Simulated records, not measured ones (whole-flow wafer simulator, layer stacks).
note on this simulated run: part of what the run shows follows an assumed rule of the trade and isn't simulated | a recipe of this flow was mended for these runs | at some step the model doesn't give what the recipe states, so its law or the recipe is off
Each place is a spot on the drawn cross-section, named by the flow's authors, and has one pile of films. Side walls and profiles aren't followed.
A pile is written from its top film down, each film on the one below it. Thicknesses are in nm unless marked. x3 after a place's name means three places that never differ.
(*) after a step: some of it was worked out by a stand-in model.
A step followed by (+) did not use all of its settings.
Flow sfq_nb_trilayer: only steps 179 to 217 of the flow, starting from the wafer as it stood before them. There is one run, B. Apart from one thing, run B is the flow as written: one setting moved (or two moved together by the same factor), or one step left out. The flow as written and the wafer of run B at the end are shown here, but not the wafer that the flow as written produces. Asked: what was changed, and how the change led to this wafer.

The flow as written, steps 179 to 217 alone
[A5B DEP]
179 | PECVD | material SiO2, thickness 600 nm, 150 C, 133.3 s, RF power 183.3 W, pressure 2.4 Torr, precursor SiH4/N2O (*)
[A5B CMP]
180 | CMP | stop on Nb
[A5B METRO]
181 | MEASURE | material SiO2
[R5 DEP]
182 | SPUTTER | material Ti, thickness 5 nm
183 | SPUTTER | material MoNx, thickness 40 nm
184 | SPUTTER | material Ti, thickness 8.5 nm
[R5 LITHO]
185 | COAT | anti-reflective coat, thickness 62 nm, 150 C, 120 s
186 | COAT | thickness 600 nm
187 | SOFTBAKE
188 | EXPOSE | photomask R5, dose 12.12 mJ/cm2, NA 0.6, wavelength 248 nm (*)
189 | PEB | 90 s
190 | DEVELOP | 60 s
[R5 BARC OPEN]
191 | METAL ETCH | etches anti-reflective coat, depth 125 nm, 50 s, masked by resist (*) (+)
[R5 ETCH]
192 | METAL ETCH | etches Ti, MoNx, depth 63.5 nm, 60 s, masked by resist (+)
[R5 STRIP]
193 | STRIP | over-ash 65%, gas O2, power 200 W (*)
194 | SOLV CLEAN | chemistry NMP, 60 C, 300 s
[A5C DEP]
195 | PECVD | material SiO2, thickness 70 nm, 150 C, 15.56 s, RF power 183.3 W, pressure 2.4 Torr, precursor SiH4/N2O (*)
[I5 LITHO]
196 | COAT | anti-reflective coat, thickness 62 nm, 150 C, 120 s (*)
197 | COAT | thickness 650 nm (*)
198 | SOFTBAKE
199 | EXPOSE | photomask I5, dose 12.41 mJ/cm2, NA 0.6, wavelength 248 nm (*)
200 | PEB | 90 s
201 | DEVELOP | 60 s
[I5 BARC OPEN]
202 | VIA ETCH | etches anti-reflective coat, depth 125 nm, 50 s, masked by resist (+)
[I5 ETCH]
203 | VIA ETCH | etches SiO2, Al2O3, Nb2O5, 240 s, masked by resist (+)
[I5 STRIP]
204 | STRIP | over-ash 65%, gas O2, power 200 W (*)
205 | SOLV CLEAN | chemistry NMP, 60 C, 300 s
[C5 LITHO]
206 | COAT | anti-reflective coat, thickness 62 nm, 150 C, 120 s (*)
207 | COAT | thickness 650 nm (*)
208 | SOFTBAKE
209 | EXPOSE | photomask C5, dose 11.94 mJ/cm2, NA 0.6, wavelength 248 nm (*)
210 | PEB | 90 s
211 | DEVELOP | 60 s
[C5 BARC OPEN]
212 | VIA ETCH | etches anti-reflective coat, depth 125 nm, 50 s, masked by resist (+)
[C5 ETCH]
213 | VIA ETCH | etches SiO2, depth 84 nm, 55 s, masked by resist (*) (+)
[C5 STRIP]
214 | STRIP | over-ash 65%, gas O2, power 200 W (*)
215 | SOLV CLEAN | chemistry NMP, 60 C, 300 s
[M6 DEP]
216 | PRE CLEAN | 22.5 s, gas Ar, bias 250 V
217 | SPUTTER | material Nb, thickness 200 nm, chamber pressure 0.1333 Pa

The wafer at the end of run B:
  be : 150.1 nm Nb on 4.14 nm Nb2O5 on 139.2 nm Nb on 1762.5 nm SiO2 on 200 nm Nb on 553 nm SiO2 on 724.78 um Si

What caused this: step 203, VIA ETCH: 166 s was run, while the flow as written has 240 s.

Step by step, how the change led to this:
  203 | VIA ETCH | etches SiO2, Al2O3, Nb2O5, 240 s, masked by resist (+)
      be: SiO2 loses 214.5 (all of it), Al2O3 loses 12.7 (all of it), Nb2O5 loses 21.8 (in the flow as written it would be: SiO2 loses 214.5 (all of it), Al2O3 loses 12.7 (all of it), Nb2O5 loses 29.9 (all of it), Nb loses 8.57)
      field_l, v_sur, via_wl and 102 more: KrF-resist-other-grade loses 166 (in the flow as written it would be: KrF-resist-other-grade loses 240)
  204 | STRIP | over-ash 65%, gas O2, power 200 W (*)
      p4_fl x5, p4_w1 x9, p3_s0 x9, l0r_line_l x3, l0r_space_c x19, m0r_space_l x2: KrF-resist-other-grade loses 389.7 (all of it), anti-reflective coat loses 62 (all of it) (in the flow as written it would be: KrF-resist-other-grade loses 315.7 (all of it), anti-reflective coat loses 62 (all of it))
      wl_b_sl, wl_b_m5, wl_b_sr and 14 more: KrF-resist-other-grade loses 389.6 (all of it), anti-reflective coat loses 62 (all of it) (in the flow as written it would be: KrF-resist-other-grade loses 315.6 (all of it), anti-reflective coat loses 62 (all of it))
      (as well as at 41 more places)
  206 | COAT | anti-reflective coat, thickness 62 nm, 150 C, 120 s (*)
      be: anti-reflective coat gains 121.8 (new film) (in the flow as written it would be: anti-reflective coat gains 124.3 (new film))
  214 | STRIP | over-ash 65%, gas O2, power 200 W (*)
      be: KrF-resist-other-grade loses 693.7 (all of it), anti-reflective coat loses 121.8 (all of it) (in the flow as written it would be: KrF-resist-other-grade loses 705.8 (all of it), anti-reflective coat loses 124.3 (all of it))
  216 | PRE CLEAN | 22.5 s, gas Ar, bias 250 V
      be: Nb2O5 loses 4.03 (in the flow as written it would be: Nb loses 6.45)
  217 | SPUTTER | material Nb, thickness 200 nm, chamber pressure 0.1333 Pa
      be: Nb gains 150.1 (new film) (in the flow as written it would be: Nb gains 145.8)
Taking metal films that touch as one body, be has 3 bodies (between them, from the top down: Nb2O5 4.14; SiO2 1762.5); the flow as written gives 2 bodies (between them, from the top down: SiO2 1762.5).
